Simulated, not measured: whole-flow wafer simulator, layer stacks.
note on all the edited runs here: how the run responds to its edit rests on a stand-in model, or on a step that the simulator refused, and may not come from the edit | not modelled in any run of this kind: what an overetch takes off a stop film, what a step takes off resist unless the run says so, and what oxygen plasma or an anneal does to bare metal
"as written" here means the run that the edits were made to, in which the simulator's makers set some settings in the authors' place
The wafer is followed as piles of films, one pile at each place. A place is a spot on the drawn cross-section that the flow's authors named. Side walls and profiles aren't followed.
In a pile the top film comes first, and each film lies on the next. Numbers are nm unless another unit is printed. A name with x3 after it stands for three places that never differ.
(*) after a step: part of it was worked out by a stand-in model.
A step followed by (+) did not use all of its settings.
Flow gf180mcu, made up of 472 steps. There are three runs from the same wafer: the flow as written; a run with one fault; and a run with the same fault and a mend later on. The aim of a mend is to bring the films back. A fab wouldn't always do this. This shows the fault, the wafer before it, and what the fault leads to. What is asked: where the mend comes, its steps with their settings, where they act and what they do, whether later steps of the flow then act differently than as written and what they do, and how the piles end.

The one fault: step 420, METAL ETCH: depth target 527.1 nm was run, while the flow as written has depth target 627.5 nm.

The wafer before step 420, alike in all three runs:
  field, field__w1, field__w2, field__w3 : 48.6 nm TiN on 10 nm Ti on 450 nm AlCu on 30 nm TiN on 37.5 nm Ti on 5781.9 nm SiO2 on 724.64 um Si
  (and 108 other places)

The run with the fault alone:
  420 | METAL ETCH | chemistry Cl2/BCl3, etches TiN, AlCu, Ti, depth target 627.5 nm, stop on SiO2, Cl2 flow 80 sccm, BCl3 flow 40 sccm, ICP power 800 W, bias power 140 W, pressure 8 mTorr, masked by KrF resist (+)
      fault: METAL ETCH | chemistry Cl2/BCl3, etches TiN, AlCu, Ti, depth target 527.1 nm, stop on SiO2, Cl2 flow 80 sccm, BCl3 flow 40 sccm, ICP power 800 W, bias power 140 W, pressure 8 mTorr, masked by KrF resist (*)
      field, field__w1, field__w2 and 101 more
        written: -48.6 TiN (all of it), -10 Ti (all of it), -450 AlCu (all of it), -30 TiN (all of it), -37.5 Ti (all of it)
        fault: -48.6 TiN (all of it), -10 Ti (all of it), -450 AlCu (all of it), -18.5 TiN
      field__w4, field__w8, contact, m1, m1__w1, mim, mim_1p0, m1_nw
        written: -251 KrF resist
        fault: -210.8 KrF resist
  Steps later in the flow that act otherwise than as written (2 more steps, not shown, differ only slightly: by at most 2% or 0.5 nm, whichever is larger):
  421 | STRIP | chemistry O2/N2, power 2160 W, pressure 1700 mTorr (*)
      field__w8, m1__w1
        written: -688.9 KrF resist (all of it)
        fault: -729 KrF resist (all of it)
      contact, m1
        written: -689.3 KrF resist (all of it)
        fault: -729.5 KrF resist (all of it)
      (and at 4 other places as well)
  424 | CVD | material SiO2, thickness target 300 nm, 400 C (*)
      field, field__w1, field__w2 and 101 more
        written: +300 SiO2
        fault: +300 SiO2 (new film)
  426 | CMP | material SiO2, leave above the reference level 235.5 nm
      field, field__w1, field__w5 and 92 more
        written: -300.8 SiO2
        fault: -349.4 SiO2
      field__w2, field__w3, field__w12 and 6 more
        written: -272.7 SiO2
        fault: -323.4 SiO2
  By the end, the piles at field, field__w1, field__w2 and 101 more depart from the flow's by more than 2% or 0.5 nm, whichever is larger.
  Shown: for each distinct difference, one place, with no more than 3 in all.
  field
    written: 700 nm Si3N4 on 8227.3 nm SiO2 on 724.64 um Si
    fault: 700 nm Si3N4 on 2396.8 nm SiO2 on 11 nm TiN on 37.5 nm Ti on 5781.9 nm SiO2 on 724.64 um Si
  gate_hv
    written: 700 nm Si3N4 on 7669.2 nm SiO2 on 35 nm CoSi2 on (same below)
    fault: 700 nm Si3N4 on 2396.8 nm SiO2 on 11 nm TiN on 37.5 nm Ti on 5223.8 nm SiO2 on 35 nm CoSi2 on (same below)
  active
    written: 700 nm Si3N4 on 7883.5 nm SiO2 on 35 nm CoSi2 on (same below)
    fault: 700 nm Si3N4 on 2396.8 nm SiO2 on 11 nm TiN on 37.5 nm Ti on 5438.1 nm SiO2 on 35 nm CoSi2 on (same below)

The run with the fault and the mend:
  After step 420 comes the mend.
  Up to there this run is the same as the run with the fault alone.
  420a | METAL ETCH | chemistry Cl2/BCl3, etches TiN, AlCu, Ti, depth target 100.4 nm, stop on SiO2, Cl2 flow 80 sccm, BCl3 flow 40 sccm, ICP power 800 W, bias power 140 W, pressure 8 mTorr, masked by KrF resist (+) (a further turn of the flow's step 420, with different settings)
      field, field__w1, field__w2 and 101 more
        -11.5 TiN (all of it), -37.5 Ti (all of it)
      field__w4, field__w8, contact, m1, m1__w1, mim, mim_1p0, m1_nw
        -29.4 KrF resist
  Steps later in the flow that act otherwise than as written:
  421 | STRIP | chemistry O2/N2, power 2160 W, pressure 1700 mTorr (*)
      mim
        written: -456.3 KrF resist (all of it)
        mend: -467.1 KrF resist (all of it)
  At every place that both follow, the piles at the end match the flow's.
